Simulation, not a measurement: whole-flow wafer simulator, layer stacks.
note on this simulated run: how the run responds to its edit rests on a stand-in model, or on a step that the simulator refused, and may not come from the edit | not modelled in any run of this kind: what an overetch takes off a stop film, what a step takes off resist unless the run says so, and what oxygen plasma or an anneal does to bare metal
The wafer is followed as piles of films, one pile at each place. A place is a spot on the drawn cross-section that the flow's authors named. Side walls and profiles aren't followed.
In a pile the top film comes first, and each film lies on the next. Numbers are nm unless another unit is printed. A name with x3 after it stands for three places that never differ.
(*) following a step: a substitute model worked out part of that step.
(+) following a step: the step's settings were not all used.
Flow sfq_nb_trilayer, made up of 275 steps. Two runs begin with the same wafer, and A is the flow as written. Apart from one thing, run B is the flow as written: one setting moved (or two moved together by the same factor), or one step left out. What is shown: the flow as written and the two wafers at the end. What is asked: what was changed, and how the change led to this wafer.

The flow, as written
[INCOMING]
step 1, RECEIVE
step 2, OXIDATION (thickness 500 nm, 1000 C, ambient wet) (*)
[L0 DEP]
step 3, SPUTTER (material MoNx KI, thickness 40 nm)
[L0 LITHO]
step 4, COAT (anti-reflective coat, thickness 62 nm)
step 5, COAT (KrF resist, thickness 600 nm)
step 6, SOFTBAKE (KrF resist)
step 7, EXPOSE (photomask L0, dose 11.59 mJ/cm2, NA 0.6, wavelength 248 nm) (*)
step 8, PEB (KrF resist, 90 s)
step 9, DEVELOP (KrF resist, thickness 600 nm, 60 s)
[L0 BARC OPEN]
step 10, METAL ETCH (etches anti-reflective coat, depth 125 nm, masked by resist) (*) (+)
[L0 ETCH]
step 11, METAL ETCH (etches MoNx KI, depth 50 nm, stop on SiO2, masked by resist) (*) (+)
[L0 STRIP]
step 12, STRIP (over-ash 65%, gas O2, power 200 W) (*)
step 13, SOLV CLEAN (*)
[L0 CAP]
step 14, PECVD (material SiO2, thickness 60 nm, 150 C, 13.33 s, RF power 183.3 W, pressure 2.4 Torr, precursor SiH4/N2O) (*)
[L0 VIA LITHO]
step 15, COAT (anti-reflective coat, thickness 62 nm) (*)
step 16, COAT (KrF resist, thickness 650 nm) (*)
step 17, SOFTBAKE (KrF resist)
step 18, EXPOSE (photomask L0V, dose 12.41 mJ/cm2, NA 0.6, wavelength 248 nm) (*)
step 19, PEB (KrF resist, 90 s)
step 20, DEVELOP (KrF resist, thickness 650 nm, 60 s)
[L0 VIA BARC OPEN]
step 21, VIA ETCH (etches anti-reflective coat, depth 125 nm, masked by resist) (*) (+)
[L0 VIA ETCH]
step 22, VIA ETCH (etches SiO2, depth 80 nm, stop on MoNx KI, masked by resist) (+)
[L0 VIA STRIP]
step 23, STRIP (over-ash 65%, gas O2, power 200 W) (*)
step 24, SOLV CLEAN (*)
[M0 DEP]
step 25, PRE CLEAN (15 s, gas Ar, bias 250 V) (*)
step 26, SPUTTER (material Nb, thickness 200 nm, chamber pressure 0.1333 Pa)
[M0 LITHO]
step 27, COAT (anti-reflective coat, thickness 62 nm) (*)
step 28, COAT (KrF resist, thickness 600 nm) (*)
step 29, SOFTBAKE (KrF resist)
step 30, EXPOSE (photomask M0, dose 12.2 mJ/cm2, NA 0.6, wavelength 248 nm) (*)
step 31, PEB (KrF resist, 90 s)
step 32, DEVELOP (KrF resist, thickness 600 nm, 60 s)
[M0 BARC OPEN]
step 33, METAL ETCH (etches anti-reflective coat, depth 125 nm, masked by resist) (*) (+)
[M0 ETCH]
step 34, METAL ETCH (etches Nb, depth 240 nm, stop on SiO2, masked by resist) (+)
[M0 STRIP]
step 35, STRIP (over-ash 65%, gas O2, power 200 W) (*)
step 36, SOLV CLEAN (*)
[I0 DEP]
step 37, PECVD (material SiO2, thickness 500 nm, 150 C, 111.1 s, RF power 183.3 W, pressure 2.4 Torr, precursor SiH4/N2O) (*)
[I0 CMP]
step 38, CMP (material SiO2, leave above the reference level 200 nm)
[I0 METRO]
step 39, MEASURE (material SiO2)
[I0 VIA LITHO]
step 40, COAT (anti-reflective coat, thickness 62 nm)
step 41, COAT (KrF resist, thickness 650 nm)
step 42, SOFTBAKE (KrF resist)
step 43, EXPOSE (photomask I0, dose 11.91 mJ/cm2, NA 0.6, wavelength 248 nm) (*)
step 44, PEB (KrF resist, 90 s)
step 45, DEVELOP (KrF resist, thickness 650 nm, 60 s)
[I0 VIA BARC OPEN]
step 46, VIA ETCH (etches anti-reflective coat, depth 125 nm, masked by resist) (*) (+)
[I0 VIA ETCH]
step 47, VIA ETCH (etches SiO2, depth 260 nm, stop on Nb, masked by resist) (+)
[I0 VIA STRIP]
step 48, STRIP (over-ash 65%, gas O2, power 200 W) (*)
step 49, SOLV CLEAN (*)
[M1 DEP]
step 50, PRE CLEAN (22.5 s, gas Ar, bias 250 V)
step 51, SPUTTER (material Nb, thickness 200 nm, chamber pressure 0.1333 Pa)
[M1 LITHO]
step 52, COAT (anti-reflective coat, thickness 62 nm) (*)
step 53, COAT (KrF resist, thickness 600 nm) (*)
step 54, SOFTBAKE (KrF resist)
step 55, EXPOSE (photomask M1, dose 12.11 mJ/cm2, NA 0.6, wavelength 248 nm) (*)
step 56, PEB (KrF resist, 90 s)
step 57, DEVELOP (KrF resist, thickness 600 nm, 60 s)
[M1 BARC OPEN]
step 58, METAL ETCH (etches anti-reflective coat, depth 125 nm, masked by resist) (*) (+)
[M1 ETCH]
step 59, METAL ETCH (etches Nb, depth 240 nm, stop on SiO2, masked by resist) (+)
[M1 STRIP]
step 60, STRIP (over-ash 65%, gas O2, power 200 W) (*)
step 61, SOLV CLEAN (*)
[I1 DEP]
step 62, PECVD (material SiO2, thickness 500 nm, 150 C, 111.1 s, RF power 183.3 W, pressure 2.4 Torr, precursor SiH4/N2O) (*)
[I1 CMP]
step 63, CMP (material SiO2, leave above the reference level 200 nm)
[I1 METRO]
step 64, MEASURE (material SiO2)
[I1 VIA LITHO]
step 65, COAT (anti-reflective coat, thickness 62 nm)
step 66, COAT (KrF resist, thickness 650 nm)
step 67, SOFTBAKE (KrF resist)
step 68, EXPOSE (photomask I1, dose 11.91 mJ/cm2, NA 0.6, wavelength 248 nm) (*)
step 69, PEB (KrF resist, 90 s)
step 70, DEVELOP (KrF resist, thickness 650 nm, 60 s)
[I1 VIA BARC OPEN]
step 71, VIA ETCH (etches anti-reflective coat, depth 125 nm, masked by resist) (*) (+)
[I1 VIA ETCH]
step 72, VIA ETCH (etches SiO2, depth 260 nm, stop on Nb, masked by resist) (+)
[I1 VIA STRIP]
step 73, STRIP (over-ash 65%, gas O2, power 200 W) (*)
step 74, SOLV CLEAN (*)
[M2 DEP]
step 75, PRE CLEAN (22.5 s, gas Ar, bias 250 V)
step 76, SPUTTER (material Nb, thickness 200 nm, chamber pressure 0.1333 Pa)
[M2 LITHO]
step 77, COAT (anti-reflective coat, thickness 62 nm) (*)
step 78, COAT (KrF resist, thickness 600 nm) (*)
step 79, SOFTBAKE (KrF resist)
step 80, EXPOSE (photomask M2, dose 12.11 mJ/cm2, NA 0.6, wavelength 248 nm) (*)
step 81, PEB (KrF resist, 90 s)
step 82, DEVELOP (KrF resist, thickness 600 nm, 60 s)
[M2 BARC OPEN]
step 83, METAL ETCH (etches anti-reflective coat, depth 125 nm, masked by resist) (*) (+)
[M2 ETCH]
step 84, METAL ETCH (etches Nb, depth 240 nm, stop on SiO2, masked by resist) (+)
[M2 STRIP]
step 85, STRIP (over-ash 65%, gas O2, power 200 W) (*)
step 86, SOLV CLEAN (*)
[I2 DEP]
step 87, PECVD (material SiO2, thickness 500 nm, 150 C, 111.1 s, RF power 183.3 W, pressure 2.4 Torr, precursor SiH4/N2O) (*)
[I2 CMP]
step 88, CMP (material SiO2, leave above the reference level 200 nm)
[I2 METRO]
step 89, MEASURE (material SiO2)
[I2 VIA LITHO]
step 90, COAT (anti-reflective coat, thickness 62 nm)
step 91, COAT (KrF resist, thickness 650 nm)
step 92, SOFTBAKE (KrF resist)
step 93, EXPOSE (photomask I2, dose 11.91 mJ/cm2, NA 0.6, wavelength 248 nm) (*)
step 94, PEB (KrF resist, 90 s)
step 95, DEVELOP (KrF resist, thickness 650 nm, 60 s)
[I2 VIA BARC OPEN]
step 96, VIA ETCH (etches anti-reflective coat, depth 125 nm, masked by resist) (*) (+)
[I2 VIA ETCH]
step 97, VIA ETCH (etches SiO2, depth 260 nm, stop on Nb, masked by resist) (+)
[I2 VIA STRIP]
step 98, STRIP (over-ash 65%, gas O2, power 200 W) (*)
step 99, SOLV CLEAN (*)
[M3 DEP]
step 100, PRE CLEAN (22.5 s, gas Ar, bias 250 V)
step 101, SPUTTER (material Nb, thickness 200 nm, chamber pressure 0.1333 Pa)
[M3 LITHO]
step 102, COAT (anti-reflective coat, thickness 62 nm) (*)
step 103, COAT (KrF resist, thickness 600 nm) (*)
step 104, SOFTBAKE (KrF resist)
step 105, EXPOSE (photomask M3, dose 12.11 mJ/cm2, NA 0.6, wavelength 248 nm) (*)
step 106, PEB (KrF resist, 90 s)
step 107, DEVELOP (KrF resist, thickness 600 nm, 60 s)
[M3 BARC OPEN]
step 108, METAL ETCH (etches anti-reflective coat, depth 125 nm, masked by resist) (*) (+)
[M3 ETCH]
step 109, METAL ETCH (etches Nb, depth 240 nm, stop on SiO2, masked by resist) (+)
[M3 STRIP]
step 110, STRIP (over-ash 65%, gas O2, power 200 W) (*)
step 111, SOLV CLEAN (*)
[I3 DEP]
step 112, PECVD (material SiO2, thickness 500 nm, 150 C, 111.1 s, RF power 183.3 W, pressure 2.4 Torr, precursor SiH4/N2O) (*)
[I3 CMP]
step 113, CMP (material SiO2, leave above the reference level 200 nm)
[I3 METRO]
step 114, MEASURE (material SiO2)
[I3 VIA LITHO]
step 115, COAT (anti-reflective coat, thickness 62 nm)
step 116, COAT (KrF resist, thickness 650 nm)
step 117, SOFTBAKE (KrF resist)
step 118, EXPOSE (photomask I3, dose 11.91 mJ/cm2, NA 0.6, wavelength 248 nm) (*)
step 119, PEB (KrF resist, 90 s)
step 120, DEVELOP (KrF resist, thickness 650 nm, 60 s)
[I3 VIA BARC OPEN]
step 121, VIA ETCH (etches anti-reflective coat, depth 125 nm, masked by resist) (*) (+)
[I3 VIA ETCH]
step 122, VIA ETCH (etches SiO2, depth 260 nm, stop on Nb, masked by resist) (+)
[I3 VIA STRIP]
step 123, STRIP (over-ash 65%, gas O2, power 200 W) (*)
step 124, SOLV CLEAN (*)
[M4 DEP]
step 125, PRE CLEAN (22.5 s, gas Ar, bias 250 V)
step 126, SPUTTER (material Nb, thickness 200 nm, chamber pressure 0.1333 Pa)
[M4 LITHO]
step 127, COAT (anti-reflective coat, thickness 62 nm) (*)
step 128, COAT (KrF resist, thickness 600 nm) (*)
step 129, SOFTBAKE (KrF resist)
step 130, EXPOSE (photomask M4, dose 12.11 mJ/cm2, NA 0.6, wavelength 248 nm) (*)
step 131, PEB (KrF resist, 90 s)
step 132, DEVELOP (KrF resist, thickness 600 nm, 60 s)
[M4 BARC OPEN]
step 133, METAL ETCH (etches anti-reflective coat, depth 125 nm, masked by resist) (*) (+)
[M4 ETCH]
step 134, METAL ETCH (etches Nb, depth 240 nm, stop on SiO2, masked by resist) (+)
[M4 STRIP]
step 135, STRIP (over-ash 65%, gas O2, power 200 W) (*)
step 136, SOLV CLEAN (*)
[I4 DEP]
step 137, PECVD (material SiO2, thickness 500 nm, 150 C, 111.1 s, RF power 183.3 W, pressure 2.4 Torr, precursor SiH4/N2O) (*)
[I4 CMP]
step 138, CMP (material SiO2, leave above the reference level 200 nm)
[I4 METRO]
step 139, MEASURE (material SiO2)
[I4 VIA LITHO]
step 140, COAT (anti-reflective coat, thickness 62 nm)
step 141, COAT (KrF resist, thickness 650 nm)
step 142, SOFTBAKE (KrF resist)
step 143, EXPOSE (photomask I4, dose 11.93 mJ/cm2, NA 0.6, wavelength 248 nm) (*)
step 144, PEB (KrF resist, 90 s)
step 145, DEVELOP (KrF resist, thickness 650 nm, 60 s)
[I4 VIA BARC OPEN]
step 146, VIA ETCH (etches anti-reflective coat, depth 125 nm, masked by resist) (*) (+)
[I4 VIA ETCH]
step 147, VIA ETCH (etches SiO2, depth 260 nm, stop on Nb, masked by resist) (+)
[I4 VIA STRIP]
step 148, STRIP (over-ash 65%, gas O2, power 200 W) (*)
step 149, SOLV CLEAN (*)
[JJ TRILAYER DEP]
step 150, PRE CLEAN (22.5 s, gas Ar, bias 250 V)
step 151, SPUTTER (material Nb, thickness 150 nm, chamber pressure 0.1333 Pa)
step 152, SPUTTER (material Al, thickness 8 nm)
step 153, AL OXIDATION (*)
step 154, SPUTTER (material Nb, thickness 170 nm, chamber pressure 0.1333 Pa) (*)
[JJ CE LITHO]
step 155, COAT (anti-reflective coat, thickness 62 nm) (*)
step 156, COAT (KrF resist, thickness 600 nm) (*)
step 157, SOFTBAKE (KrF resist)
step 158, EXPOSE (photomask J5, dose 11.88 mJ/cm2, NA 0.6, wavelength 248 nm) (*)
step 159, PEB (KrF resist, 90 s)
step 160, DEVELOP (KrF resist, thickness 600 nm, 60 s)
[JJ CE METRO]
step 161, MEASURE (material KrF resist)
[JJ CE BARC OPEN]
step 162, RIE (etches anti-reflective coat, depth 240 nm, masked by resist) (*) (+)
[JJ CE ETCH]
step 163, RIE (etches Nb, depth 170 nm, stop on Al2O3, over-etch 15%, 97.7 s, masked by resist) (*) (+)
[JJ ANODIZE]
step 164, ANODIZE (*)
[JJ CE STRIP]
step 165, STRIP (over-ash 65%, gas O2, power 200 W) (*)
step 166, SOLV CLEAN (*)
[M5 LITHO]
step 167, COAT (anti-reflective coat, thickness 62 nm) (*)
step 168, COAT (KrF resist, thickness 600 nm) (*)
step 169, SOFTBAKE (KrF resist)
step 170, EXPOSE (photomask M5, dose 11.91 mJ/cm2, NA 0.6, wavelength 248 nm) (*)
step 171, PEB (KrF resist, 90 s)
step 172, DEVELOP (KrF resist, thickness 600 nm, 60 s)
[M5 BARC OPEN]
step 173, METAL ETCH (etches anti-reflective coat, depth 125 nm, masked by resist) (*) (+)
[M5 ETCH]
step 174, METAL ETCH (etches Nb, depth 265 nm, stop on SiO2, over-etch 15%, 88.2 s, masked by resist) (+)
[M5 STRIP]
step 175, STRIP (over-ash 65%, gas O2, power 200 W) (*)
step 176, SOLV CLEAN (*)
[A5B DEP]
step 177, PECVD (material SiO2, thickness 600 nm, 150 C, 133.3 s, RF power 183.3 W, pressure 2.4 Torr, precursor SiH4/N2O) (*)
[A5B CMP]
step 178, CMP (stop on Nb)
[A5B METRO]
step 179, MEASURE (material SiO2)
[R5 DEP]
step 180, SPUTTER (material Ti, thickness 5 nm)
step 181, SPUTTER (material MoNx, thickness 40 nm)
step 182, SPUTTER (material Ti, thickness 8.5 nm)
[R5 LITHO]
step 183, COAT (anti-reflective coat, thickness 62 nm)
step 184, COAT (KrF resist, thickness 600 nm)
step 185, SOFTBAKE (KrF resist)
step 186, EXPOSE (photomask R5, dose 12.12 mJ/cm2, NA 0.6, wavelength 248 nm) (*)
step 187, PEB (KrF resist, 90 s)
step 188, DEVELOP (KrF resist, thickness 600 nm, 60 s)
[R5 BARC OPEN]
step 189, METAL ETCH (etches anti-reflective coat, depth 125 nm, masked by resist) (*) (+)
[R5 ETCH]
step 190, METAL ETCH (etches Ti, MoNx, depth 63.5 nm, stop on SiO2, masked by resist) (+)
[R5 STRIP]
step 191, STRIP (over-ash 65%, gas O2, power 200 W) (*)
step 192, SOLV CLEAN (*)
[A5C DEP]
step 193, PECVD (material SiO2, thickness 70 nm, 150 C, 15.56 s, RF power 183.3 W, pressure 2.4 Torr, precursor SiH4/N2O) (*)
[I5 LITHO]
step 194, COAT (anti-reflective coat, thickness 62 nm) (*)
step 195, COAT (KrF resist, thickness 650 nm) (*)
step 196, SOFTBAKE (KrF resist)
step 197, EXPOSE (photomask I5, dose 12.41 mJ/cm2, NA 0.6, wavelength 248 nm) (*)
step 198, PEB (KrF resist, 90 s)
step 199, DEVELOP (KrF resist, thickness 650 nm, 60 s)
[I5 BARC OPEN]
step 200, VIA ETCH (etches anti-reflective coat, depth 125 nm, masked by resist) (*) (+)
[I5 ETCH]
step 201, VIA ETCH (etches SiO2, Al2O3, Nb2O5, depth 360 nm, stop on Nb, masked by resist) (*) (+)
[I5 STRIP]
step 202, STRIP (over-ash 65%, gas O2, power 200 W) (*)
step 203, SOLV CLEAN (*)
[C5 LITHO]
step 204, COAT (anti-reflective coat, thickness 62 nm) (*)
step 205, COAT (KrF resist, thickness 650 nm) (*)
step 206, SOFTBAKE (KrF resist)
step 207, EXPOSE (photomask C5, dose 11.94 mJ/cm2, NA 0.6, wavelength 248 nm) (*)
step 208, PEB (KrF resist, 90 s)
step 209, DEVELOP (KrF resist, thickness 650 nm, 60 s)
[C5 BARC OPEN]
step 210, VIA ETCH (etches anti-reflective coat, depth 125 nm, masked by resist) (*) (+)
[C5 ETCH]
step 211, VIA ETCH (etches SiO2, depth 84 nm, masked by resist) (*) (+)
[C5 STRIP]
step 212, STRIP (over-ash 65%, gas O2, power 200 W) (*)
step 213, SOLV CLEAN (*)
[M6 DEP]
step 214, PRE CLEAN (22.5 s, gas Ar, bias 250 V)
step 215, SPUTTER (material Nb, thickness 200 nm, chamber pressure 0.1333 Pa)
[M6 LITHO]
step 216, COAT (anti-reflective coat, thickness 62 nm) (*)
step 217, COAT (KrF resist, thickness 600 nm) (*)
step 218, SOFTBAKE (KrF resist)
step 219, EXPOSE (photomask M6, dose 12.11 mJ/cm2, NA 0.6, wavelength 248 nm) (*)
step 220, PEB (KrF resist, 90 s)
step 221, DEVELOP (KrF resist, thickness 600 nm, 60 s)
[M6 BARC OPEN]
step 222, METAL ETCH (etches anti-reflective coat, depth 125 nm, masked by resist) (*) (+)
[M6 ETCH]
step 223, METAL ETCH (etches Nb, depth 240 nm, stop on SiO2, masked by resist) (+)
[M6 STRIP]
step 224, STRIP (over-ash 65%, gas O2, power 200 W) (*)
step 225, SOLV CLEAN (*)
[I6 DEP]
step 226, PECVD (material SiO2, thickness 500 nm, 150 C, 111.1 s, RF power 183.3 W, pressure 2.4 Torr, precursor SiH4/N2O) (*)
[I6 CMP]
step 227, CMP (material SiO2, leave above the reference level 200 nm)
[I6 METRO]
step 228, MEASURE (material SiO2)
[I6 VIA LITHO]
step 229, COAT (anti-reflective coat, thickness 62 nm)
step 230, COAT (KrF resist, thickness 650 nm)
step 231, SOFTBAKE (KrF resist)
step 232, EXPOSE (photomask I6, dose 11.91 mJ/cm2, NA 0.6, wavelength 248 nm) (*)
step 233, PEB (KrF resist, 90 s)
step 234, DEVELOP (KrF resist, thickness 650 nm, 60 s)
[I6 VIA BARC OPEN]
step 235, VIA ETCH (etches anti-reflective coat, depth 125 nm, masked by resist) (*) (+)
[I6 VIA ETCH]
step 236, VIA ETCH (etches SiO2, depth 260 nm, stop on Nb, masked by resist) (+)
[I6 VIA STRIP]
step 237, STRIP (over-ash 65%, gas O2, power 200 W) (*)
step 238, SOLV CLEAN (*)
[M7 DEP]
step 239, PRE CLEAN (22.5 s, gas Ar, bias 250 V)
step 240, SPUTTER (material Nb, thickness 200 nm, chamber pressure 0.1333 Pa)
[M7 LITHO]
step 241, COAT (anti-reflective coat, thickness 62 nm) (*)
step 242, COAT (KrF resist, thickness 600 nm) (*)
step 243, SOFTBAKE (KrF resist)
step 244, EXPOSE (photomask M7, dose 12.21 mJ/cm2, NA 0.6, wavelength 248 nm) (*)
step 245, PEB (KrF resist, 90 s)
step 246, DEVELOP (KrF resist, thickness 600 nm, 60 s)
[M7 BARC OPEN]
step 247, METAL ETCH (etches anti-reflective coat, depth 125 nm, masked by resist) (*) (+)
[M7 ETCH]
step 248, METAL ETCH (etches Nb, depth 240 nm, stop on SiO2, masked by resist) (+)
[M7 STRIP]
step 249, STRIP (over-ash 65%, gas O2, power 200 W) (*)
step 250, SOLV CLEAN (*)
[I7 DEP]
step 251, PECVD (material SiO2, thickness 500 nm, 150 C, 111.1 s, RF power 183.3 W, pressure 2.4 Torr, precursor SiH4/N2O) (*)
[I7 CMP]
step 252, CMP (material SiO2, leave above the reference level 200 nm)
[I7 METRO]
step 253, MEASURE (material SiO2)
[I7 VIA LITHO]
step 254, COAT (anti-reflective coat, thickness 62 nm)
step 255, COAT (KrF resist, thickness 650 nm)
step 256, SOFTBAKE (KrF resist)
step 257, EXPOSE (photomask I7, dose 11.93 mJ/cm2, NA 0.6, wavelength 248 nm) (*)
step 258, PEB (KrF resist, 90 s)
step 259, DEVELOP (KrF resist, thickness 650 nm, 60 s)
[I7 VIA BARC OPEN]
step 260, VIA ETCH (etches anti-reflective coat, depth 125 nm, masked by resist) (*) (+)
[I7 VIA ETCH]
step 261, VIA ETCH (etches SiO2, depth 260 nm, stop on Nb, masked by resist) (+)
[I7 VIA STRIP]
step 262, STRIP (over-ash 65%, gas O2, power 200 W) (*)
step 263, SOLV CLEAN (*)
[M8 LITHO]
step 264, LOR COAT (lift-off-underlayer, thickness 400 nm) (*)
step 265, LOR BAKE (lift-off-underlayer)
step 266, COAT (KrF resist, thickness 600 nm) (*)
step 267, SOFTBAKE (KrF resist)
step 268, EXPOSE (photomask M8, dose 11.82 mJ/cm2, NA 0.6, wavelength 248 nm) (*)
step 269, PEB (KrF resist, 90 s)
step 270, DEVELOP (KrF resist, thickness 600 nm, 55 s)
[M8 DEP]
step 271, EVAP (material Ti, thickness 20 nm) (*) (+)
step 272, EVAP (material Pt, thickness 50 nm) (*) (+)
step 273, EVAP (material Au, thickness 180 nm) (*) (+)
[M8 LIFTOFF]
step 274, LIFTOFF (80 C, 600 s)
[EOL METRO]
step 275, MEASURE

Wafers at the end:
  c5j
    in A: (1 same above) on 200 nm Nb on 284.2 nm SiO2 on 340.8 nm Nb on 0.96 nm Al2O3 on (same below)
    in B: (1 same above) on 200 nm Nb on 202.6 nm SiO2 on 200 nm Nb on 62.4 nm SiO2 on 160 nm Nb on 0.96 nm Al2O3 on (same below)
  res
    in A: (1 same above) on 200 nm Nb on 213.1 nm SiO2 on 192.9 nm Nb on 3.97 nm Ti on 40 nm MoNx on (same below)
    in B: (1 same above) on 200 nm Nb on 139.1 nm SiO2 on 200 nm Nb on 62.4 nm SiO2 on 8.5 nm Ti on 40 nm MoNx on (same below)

What caused this: step 211, VIA ETCH: etches SiO2, depth 84 nm, masked by resist (*) (+), was skipped.

How this came from the change, step by step:
  step 212, STRIP (over-ash 65%, gas O2, power 200 W) (*)
      p4_fl, p4_fm, p4_w1 and 44 more: A KrF resist loses 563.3 (all of it), anti-reflective coat loses 62 (all of it) | B KrF resist loses 577.7 (all of it), anti-reflective coat loses 62 (all of it)
      wl_b_sl, wl_b_m5, wl_b_sr and 7 more: A KrF resist loses 563.1 (all of it), anti-reflective coat loses 62 (all of it) | B KrF resist loses 577.6 (all of it), anti-reflective coat loses 62 (all of it)
      (also at 46 further places)
  step 214, PRE CLEAN (22.5 s, gas Ar, bias 250 V)
      c5j: A Nb loses 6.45 | B SiO2 loses 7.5
      res: A Ti loses 4.53 | B SiO2 loses 7.5
  step 215, SPUTTER (material Nb, thickness 200 nm, chamber pressure 0.1333 Pa)
      c5j: A Nb gains 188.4 | B Nb gains 200 (new film)
      res: A Nb gains 192.9 (new film) | B Nb gains 200 (new film)
  step 216, COAT (anti-reflective coat, thickness 62 nm) (*)
      jj_sur: A anti-reflective coat gains 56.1 (new film) | B anti-reflective coat gains 59.6 (new film)
      ce_l: A anti-reflective coat gains 48 (new film) | B anti-reflective coat gains 66.1 (new film)
      (also at 6 further places)
  step 217, COAT (KrF resist, thickness 600 nm) (*)
      c5j: A KrF resist gains 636 (new film) | B KrF resist gains 609.2 (new film)
      res: A KrF resist gains 605.2 (new film) | B KrF resist gains 575.6 (new film)
  step 224, STRIP (over-ash 65%, gas O2, power 200 W) (*)
      jj_sur: A KrF resist loses 378.5 (all of it), anti-reflective coat loses 56.1 (all of it) | B KrF resist loses 380.6 (all of it), anti-reflective coat loses 59.6 (all of it)
      ce_l: A KrF resist loses 397.1 (all of it), anti-reflective coat loses 48 (all of it) | B KrF resist loses 386.2 (all of it), anti-reflective coat loses 66.1 (all of it)
      (also at 6 further places)
  step 226, PECVD (material SiO2, thickness 500 nm, 150 C, 111.1 s, RF power 183.3 W, pressure 2.4 Torr, precursor SiH4/N2O) (*)
      c5j: A SiO2 gains 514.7 (new film) | B SiO2 gains 500 (new film)
  step 227, CMP (material SiO2, leave above the reference level 200 nm)
      c5j: A SiO2 loses 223 | B SiO2 loses 289.9
      res: A SiO2 loses 279.4 | B SiO2 loses 353.4
Taking metal films that touch as one body, c5j has 5 bodies (between them, from the top down: SiO2 202.6; SiO2 62.4; Al2O3 0.96; SiO2 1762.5); the flow as written gives 4 bodies (between them, from the top down: SiO2 284.2; Al2O3 0.96; SiO2 1762.5).
Taking metal films that touch as one body, res has 4 bodies (between them, from the top down: SiO2 139.1; SiO2 62.4; SiO2 2090.9); the flow as written gives 3 bodies (between them, from the top down: SiO2 213.1; SiO2 2090.9).
